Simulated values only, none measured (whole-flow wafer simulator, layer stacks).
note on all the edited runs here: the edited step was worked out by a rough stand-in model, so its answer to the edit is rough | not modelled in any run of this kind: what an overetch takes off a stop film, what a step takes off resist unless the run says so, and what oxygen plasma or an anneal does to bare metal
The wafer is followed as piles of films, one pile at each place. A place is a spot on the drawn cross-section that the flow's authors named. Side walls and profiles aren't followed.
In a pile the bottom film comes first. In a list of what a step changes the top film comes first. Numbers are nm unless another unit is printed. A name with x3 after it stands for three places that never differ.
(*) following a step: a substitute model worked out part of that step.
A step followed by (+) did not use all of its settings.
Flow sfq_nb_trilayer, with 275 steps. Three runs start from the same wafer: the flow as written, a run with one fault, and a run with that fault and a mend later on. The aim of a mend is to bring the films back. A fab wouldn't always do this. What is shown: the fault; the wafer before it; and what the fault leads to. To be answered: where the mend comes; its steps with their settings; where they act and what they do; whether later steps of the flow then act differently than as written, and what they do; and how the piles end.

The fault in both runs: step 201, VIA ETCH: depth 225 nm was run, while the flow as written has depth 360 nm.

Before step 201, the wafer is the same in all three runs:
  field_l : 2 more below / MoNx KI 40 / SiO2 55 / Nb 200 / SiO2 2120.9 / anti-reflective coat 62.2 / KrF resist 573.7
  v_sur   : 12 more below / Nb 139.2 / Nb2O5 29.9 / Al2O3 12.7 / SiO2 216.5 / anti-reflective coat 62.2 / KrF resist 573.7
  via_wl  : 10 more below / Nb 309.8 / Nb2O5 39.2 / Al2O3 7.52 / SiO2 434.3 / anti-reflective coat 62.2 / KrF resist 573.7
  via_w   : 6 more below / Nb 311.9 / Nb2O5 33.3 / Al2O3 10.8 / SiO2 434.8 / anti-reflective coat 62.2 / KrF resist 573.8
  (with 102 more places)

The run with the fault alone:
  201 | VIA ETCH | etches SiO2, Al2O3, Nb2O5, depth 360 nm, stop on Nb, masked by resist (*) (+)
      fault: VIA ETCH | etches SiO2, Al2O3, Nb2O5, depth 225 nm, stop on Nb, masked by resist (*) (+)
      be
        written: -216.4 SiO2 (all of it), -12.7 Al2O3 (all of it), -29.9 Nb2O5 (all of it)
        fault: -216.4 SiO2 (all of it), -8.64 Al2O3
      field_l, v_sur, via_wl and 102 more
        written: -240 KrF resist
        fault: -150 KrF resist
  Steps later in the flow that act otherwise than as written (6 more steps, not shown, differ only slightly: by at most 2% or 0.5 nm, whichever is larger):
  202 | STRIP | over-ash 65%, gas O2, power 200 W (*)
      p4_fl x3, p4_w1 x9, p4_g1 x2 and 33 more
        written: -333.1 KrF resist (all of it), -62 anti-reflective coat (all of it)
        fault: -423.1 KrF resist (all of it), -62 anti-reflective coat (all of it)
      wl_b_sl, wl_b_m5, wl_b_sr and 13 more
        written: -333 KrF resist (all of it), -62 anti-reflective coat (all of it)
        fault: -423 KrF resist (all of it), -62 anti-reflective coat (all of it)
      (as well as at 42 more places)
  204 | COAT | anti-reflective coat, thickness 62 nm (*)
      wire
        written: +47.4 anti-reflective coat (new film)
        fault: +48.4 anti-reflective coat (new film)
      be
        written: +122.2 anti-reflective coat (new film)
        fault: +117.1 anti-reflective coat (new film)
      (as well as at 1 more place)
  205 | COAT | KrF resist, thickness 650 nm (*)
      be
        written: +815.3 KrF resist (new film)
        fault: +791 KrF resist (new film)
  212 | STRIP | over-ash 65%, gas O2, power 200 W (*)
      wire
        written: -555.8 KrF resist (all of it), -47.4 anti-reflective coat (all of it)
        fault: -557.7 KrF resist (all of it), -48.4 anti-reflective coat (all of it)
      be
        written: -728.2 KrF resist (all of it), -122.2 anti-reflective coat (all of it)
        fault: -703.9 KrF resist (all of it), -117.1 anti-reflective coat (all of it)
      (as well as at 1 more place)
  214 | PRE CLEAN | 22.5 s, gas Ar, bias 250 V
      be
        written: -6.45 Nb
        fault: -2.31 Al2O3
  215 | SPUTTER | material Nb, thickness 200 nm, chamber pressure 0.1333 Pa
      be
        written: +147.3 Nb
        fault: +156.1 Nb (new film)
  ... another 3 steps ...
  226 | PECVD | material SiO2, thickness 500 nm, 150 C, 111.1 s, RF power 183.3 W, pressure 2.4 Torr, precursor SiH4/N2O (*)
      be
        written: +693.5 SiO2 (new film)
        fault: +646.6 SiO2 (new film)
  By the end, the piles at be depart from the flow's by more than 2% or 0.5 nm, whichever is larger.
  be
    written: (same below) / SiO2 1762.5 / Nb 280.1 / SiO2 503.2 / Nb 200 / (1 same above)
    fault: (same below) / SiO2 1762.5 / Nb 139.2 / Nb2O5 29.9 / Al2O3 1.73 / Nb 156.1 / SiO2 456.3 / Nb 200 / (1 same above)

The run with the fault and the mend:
  The mend follows step 201.
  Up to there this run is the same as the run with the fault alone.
  201a | VIA ETCH | etches SiO2, Al2O3, Nb2O5, depth 135 nm, stop on Nb, masked by resist (*) (+) (the flow's step 201, run once more with other settings)
      field_l, v_sur, via_wl and 102 more
        -90 KrF resist
      be
        -4.05 Al2O3 (all of it), -29.9 Nb2O5 (all of it)
  None of the later steps of the flow acts differently than as written at any place that is followed.
  By the end, the piles equal the flow's at every place that both follow.
